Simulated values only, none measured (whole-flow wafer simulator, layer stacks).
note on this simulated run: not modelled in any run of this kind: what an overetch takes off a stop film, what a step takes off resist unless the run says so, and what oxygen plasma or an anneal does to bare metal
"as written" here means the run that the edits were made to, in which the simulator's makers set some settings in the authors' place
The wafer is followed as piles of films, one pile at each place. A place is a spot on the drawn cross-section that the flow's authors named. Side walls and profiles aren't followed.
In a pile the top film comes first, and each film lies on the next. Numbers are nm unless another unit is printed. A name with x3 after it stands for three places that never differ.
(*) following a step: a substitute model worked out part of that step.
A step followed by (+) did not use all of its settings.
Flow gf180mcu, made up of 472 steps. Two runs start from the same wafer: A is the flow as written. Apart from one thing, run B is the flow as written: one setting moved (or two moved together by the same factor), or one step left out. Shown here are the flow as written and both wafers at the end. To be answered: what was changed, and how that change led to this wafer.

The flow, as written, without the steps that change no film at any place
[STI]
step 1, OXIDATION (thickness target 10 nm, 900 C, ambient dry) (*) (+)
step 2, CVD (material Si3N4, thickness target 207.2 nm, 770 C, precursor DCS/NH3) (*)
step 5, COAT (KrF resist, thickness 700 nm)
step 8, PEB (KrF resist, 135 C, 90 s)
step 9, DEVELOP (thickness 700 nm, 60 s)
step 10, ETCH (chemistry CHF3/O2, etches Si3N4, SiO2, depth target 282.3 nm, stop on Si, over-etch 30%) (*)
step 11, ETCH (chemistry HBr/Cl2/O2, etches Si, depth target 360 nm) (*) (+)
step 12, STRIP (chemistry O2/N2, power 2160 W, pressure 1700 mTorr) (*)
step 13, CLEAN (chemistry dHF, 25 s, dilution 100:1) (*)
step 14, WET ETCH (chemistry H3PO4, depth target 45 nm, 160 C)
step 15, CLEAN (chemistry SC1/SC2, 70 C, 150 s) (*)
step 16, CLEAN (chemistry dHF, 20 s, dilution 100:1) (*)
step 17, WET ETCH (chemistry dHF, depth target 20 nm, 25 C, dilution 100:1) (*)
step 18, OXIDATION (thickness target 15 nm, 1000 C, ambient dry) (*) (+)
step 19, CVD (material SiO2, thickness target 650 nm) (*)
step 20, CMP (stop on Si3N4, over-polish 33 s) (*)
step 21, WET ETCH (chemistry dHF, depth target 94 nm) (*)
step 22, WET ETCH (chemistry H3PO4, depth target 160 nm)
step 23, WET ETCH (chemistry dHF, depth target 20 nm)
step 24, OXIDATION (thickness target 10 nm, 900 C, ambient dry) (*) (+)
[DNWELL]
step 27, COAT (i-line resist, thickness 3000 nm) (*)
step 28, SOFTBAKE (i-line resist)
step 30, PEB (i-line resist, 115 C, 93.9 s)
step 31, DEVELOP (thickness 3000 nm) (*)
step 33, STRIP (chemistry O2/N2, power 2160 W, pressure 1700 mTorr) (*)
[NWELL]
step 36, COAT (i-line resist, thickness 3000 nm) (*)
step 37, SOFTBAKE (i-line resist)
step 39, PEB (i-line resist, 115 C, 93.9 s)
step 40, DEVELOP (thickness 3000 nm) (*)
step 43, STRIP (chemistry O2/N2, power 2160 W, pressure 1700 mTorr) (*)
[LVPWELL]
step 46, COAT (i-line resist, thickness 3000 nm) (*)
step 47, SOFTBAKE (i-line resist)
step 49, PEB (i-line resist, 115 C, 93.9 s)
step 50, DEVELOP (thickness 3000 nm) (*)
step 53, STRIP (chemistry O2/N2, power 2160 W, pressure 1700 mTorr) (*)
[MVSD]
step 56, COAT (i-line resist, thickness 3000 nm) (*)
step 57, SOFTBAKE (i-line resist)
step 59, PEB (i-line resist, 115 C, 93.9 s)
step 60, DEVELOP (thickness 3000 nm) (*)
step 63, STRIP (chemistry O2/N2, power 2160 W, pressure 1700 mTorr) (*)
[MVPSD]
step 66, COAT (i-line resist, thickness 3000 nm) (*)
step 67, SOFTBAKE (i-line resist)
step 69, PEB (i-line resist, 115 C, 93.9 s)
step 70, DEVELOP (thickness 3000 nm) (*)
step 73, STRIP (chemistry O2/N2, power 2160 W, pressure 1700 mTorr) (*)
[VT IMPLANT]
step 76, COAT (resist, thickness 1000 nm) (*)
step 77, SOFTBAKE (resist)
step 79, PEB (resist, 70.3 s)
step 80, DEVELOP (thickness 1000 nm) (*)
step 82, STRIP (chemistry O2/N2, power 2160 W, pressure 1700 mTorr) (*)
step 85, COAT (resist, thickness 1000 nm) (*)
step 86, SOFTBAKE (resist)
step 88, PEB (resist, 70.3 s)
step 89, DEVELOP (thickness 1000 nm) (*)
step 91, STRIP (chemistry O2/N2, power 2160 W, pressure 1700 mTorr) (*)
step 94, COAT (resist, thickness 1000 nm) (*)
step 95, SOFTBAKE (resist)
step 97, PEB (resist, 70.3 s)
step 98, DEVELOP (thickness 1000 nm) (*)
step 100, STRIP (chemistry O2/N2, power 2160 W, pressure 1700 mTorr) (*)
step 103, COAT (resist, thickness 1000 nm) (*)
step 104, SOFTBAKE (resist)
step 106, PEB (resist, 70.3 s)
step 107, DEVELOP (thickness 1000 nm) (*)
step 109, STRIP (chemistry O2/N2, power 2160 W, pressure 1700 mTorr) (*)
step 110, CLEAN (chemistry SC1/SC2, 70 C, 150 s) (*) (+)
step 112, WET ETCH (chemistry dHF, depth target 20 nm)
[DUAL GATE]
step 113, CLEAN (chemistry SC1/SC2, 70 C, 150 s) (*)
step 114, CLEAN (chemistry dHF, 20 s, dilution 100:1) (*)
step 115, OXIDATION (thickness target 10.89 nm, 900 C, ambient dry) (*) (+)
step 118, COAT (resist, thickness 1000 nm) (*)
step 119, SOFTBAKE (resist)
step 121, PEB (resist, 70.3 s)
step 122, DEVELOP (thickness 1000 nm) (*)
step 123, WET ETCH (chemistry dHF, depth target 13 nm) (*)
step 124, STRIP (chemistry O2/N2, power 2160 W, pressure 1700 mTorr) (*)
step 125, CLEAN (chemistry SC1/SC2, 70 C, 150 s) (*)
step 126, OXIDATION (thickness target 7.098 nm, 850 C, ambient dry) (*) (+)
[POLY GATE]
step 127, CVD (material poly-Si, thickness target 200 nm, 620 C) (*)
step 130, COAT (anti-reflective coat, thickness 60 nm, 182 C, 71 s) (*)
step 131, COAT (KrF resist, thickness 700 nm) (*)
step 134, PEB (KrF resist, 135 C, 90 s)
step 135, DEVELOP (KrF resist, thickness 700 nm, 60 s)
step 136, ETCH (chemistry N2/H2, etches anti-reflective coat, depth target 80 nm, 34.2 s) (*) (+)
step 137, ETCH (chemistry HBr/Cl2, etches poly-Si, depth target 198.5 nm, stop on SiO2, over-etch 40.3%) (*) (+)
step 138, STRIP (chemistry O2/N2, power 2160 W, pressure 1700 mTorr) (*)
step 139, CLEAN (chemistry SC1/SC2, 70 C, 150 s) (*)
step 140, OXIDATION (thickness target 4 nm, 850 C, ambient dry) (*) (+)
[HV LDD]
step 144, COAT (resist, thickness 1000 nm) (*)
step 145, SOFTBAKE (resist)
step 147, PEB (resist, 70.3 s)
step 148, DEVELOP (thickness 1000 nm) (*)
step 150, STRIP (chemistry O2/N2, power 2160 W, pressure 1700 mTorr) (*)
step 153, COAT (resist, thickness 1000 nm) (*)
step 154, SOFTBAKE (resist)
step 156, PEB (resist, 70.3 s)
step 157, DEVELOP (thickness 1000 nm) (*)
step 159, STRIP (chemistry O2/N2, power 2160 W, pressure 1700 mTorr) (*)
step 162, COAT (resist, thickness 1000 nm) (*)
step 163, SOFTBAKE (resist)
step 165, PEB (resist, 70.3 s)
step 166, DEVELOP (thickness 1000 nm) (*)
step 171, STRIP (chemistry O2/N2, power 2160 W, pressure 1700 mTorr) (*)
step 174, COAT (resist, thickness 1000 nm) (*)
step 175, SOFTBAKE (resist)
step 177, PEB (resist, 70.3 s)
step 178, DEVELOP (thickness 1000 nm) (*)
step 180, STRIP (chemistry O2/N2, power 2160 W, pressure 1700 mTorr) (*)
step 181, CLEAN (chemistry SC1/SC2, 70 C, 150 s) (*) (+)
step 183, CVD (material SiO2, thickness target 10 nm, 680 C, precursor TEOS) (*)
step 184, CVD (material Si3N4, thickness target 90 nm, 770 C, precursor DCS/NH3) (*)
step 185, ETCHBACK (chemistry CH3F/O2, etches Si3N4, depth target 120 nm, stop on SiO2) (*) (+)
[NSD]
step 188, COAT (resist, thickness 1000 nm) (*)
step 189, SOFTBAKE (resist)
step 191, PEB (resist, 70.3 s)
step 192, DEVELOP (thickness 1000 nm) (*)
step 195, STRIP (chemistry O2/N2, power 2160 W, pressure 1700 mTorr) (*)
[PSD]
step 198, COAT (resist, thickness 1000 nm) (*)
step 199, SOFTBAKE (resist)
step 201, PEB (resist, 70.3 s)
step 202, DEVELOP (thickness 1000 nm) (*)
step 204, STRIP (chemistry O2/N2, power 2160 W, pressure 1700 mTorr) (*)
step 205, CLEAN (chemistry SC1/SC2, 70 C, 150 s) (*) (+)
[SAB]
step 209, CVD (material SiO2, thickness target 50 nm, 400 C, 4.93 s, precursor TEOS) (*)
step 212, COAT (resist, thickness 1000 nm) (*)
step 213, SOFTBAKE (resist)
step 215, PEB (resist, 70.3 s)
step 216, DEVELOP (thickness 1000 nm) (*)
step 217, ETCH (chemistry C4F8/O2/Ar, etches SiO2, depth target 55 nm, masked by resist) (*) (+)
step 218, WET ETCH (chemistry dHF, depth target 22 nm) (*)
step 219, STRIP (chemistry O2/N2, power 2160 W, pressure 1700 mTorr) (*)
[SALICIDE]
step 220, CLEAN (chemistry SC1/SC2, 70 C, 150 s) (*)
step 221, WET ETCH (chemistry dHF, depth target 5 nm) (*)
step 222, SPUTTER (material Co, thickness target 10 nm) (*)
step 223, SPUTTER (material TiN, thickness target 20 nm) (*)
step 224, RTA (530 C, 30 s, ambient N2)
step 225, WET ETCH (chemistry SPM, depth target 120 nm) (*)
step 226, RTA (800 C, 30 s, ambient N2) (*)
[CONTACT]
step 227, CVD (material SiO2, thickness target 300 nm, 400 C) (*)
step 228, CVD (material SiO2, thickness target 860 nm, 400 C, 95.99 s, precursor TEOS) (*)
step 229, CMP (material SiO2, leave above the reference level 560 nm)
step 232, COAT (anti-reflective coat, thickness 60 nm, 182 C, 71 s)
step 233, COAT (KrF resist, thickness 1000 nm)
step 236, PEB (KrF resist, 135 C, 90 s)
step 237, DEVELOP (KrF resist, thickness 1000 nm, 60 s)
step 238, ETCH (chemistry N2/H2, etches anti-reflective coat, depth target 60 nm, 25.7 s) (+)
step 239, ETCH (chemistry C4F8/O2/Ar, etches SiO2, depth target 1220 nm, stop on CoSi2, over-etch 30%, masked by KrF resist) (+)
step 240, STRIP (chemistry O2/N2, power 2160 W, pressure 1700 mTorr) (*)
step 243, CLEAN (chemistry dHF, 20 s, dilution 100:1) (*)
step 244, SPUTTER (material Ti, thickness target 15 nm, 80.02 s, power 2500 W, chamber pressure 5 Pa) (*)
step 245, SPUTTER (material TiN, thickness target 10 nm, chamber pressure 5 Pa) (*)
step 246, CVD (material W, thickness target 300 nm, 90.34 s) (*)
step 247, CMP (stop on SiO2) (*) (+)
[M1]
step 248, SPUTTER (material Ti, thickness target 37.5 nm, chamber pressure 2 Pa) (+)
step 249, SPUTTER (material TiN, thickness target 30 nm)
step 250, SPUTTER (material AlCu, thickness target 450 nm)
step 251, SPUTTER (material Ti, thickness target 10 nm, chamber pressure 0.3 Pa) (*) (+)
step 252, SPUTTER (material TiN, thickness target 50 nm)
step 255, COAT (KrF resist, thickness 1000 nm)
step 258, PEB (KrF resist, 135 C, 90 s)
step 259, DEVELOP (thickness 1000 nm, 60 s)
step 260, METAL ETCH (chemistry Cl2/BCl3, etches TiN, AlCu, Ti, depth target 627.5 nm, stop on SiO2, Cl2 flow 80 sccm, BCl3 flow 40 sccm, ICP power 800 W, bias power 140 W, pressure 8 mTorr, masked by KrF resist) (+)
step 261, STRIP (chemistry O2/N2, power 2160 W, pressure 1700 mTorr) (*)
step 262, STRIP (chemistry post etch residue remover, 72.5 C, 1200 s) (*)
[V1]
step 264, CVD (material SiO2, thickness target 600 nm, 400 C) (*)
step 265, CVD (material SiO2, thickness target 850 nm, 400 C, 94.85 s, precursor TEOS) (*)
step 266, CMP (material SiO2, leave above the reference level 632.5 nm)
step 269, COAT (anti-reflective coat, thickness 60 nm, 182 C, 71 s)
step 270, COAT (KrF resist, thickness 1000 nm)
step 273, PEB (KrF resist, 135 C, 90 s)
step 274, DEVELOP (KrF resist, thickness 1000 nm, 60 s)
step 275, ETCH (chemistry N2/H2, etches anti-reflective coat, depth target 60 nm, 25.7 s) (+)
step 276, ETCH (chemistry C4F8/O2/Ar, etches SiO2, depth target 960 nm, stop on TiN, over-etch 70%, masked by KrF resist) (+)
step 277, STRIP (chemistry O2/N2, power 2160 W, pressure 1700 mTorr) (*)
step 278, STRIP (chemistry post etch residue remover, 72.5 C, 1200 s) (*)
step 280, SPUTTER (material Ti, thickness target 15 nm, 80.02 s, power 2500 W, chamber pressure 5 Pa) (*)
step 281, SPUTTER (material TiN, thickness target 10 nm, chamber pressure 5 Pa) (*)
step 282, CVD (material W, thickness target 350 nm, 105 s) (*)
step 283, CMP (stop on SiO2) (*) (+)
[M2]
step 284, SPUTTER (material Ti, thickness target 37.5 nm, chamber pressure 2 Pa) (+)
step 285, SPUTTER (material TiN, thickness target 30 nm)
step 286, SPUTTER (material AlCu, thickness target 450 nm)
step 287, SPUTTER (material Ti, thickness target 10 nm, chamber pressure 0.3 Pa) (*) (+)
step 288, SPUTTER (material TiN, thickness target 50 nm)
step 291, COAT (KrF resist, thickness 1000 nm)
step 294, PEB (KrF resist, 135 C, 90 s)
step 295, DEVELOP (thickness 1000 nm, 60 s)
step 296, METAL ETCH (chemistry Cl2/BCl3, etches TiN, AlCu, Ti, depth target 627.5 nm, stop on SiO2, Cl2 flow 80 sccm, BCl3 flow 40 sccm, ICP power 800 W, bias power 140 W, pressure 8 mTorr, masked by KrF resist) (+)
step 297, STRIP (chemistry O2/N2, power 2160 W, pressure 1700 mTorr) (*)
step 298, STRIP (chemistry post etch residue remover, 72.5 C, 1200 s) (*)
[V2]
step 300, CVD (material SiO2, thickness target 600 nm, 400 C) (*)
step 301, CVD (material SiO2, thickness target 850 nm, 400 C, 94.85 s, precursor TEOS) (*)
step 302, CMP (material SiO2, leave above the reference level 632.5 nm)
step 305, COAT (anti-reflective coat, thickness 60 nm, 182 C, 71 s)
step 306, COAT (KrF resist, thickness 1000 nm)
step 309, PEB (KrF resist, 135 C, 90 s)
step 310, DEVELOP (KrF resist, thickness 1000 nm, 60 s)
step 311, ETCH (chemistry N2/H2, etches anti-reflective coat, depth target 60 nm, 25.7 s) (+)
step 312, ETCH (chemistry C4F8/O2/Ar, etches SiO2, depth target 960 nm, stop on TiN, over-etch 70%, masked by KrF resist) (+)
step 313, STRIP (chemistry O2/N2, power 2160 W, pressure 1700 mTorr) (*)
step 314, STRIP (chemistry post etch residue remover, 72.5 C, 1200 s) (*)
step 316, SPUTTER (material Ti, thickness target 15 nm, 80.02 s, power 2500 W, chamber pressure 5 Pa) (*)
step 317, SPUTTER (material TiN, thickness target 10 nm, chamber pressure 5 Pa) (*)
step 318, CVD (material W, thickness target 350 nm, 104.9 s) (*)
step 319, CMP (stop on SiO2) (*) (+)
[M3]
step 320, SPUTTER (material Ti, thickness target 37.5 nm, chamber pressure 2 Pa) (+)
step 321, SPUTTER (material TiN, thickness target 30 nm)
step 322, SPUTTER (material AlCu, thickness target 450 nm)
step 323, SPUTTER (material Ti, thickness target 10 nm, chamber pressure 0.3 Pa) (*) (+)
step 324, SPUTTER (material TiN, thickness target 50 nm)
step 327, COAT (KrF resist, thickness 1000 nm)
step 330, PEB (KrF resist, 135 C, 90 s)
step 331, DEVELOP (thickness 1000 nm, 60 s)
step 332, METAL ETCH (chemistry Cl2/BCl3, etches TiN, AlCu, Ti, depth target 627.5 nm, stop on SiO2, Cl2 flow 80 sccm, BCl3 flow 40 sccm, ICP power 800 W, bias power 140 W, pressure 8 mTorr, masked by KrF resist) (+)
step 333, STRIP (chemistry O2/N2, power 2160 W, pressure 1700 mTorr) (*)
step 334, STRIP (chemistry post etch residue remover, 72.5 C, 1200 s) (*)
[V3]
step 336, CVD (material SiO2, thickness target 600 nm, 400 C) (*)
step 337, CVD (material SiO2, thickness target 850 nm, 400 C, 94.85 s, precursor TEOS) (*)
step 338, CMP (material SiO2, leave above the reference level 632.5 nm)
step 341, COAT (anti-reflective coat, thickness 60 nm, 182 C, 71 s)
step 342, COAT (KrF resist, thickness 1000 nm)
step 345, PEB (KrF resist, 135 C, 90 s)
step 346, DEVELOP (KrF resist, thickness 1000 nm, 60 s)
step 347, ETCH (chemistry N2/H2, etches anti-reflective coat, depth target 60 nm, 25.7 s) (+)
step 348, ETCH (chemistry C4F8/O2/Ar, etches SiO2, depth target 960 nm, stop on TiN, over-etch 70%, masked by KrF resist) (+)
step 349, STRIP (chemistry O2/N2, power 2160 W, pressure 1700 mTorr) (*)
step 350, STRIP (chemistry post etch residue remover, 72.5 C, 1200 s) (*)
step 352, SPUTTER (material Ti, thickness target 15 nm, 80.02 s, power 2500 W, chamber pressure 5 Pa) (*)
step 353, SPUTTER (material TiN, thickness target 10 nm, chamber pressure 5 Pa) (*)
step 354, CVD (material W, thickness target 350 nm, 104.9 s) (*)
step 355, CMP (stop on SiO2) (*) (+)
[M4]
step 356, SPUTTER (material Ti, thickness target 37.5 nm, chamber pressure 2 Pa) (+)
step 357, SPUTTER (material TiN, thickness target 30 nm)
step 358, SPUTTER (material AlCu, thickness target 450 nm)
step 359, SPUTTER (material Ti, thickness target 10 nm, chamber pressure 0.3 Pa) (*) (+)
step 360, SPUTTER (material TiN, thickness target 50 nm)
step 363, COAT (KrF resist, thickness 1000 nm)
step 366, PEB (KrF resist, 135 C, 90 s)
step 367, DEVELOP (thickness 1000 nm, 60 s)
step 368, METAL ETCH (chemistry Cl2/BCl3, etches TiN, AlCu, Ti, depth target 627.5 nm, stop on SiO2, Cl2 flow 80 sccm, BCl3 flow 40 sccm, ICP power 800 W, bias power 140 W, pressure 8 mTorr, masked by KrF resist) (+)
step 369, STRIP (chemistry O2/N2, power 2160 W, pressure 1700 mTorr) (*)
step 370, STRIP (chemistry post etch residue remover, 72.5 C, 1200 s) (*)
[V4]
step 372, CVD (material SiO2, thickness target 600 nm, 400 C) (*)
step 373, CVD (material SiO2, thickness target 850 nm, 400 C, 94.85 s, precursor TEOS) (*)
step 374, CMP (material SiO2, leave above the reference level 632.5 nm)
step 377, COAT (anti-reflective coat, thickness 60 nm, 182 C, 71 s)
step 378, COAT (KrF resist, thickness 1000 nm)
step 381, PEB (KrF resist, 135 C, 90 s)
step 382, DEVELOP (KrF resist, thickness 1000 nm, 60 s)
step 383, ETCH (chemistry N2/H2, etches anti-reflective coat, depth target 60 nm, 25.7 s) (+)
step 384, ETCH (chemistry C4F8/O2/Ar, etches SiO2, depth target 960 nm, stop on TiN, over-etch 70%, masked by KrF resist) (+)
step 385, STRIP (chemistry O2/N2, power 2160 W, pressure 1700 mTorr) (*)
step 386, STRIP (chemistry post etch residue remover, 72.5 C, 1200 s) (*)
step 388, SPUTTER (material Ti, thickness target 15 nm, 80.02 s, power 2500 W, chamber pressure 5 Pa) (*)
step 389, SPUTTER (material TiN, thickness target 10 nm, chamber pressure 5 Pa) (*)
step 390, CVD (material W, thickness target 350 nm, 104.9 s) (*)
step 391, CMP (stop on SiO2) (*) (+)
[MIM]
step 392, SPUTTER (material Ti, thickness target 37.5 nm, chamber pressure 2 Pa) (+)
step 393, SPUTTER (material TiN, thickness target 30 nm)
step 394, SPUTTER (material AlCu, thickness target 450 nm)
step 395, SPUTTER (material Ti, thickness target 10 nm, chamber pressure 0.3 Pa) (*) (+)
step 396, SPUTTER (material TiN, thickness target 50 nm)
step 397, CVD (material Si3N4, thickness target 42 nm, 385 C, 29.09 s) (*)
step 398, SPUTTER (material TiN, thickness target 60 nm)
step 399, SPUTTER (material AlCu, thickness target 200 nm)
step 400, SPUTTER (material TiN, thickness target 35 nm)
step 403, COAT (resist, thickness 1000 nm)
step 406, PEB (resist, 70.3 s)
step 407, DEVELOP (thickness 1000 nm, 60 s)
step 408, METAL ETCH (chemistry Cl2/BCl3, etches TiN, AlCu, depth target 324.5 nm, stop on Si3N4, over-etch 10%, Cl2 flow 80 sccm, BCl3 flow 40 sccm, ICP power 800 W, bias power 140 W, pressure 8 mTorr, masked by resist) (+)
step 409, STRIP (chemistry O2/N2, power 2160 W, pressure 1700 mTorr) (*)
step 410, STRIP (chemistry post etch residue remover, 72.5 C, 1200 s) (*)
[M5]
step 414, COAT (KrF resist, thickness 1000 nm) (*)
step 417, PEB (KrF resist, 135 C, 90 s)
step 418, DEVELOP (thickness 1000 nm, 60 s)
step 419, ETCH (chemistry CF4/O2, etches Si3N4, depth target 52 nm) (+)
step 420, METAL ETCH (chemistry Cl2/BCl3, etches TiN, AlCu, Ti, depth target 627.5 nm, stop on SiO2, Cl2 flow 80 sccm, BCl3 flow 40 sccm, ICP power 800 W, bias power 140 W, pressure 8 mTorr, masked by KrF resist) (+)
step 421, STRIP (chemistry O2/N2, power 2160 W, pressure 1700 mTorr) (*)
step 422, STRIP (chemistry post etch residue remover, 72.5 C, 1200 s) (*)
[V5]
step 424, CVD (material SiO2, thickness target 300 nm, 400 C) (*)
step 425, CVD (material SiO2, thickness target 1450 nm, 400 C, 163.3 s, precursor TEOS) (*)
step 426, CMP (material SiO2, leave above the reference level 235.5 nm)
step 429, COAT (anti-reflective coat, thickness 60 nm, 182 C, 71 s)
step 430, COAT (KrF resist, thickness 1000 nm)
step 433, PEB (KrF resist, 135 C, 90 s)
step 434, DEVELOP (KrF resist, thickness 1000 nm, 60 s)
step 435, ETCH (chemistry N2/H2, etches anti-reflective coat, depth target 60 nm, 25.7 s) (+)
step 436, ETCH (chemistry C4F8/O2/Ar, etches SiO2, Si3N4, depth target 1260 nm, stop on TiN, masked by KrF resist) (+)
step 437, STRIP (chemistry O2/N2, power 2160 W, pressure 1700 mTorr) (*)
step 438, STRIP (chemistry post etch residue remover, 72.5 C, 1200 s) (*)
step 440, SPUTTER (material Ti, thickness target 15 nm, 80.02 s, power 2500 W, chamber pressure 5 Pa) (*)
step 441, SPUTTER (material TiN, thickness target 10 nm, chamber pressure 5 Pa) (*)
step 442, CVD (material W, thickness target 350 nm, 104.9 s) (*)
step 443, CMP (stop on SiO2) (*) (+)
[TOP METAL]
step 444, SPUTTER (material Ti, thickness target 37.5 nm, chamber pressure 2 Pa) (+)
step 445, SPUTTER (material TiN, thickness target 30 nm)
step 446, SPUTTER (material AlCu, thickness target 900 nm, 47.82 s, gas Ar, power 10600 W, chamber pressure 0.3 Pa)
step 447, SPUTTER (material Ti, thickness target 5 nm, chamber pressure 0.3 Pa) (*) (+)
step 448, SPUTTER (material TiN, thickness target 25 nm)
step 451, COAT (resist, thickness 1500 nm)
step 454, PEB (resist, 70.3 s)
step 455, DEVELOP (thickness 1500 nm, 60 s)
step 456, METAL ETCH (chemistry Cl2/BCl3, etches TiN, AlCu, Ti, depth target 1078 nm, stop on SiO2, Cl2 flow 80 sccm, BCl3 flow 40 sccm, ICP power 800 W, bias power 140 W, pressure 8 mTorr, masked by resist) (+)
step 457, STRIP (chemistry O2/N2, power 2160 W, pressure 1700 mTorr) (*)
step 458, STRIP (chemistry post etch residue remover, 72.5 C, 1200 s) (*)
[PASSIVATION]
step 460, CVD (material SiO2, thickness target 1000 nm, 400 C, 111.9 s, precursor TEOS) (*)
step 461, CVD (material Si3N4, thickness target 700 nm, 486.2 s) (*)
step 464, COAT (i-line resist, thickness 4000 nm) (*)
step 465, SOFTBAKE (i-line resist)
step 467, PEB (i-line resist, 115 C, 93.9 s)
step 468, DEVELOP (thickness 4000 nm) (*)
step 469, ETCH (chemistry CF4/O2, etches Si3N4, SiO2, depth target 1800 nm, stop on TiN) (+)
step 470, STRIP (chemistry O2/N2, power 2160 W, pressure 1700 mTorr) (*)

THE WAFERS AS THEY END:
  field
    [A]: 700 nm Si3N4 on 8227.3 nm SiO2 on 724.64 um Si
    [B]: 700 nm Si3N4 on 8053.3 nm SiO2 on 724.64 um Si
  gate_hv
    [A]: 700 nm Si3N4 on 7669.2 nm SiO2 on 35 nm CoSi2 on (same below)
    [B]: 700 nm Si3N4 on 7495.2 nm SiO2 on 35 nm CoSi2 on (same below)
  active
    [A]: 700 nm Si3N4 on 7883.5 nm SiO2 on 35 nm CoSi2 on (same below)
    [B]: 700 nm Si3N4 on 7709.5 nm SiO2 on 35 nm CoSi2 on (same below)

What caused this: step 229, CMP: leave above the reference level 386 nm was run, whereas the flow has leave above the reference level 560 nm.

Step by step, how the change led to this:
  step 229, CMP (material SiO2, leave above the reference level 560 nm)
      gate_hv, gate_nat, ld_gate_n and 11 more: A SiO2 loses 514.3 | B SiO2 loses 688.3
      ldn_sep__w1, ldn_sep__w2, ldn_dft and 8 more: A SiO2 loses 311 | B SiO2 loses 485
      (as well as at 86 more places)
  step 239, ETCH (chemistry C4F8/O2/Ar, etches SiO2, depth target 1220 nm, stop on CoSi2, over-etch 30%, masked by KrF resist) (+)
      field, field__w1, field__w2 and 105 more: A KrF resist loses 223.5 | B KrF resist loses 178.2
      polyc_n, polyc_p: A SiO2 loses 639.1 (all of it) | B SiO2 loses 465.1 (all of it)
      (as well as at 1 more place)
  step 240, STRIP (chemistry O2/N2, power 2160 W, pressure 1700 mTorr) (*)
      field, field__w1, field__w2 and 105 more: A KrF resist loses 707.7 (all of it), anti-reflective coat loses 60 (all of it) | B KrF resist loses 753 (all of it), anti-reflective coat loses 60 (all of it)
  step 244, SPUTTER (material Ti, thickness target 15 nm, 80.02 s, power 2500 W, chamber pressure 5 Pa) (*)
      contact: A Ti gains 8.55 (new film) | B Ti gains 9.47 (new film)
  step 245, SPUTTER (material TiN, thickness target 10 nm, chamber pressure 5 Pa) (*)
      contact: A TiN gains 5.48 (new film) | B TiN gains 6.06 (new film)
  step 246, CVD (material W, thickness target 300 nm, 90.34 s) (*)
      polyc_n, polyc_p: A W gains 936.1 (new film) | B W gains 762.1 (new film)
      contact: A W gains 1167.5 (new film) | B W gains 992 (new film)
